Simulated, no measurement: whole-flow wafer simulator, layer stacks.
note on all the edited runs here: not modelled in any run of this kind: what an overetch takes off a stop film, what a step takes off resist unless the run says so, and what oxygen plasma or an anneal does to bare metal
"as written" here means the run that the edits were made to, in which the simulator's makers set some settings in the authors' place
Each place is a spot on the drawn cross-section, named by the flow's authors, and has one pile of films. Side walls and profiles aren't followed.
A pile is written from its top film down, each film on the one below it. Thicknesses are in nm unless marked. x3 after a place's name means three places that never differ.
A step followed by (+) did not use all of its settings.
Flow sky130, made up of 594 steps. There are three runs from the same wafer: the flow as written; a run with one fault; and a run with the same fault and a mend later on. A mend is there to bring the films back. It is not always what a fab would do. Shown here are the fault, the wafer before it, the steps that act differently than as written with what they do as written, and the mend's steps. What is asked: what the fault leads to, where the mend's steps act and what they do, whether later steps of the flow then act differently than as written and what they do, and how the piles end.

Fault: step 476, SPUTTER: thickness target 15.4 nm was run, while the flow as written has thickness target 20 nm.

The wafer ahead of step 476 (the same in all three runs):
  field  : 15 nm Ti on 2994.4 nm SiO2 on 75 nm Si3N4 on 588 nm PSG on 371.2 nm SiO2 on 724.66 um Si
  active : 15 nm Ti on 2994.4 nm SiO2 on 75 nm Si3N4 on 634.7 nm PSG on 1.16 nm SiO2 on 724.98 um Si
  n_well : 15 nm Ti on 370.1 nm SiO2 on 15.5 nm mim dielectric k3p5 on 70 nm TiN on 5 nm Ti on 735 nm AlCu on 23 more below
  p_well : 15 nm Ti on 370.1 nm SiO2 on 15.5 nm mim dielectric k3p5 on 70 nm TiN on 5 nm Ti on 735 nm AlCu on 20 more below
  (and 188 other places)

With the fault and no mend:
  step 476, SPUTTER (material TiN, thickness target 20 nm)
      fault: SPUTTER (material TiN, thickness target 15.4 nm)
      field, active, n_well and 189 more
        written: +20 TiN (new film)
        fault: +15.4 TiN (new film)
  Later steps of the flow acting differently than as written (not shown: 7 more steps that differ only slightly, by at most 2% or 0.5 nm, whichever is larger):
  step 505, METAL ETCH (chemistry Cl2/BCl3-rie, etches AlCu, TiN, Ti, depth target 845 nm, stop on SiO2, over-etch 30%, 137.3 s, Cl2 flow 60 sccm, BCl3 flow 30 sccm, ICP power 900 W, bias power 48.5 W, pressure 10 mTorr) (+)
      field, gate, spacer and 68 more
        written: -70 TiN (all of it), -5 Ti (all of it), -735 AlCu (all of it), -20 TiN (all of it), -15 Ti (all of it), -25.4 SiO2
        fault: -70 TiN (all of it), -5 Ti (all of it), -735 AlCu (all of it), -15.4 TiN (all of it), -15 Ti (all of it), -25.8 SiO2
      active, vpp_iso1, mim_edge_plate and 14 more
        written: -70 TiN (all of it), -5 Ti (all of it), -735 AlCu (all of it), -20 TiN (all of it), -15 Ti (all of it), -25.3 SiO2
        fault: -70 TiN (all of it), -5 Ti (all of it), -735 AlCu (all of it), -15.4 TiN (all of it), -15 Ti (all of it), -25.8 SiO2
  At n_well, p_well, gate_hv and 102 more, the piles at the end differ from the flow's by more than 2% or 0.5 nm, whichever is larger.
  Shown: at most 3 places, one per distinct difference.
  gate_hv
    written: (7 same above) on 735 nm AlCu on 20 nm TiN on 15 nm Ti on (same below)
    fault: (7 same above) on 735 nm AlCu on 15.4 nm TiN on 15 nm Ti on (same below)
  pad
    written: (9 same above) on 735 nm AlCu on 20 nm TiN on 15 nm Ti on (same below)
    fault: (9 same above) on 735 nm AlCu on 15.4 nm TiN on 15 nm Ti on (same below)
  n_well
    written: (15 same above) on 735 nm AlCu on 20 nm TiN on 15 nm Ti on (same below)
    fault: (15 same above) on 735 nm AlCu on 15.4 nm TiN on 15 nm Ti on (same below)

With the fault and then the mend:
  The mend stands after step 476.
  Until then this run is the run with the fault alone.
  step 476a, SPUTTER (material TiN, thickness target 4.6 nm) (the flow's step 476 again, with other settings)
      field, active, n_well and 189 more
        +4.6 TiN
  None of the later steps of the flow acts differently than as written at any place that is followed.
  By the end, the piles equal the flow's at every place that both follow.
